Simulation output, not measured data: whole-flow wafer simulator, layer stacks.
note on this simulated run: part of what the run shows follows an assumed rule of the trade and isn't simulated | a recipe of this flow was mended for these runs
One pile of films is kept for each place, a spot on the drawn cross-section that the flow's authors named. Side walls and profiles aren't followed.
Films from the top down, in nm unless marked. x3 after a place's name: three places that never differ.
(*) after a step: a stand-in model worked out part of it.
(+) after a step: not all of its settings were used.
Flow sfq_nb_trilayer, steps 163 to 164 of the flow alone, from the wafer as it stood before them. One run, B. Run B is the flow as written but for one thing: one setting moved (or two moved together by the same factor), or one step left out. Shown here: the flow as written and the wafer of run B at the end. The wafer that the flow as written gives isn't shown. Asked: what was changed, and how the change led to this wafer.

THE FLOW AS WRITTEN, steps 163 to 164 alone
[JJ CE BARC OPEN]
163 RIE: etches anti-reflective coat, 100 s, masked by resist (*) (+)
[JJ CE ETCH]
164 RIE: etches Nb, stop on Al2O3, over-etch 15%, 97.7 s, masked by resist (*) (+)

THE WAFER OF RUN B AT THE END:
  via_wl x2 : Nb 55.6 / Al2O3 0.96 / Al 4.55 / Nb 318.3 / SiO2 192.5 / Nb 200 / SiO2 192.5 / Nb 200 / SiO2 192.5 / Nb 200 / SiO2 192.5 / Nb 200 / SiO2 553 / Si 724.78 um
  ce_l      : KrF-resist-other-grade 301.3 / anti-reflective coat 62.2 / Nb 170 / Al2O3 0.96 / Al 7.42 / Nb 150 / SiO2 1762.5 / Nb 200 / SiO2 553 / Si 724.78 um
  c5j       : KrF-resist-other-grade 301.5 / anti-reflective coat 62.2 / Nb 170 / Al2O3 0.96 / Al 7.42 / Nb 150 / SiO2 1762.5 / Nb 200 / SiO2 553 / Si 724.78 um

The cause: step 163, RIE: 70 s was run, where the flow has 100 s.

How the change led to this, step by step:
  163 RIE: etches anti-reflective coat, 100 s, masked by resist (*) (+)
      via_wl x2: anti-reflective coat -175 (as written it would be: anti-reflective coat -224.3 (all of it))
      ce_l, c5j, ce_r, wl_jj: KrF-resist-other-grade -175 (as written it would be: KrF-resist-other-grade -250)
  164 RIE: etches Nb, stop on Al2O3, over-etch 15%, 97.7 s, masked by resist (*) (+)
      via_wl x2: anti-reflective coat -49.3 (all of it), Nb -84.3 (as written it would be: Nb -139.9 (all of it), Al2O3 -0.96 (all of it))
Counting metal films that touch as one body, via_wl x2 has 6 bodies (between them, from the top down: Al2O3 0.96; SiO2 192.5; SiO2 192.5; SiO2 192.5; SiO2 192.5); the flow as written gives 5 bodies (between them, from the top down: SiO2 192.5; SiO2 192.5; SiO2 192.5; SiO2 192.5).
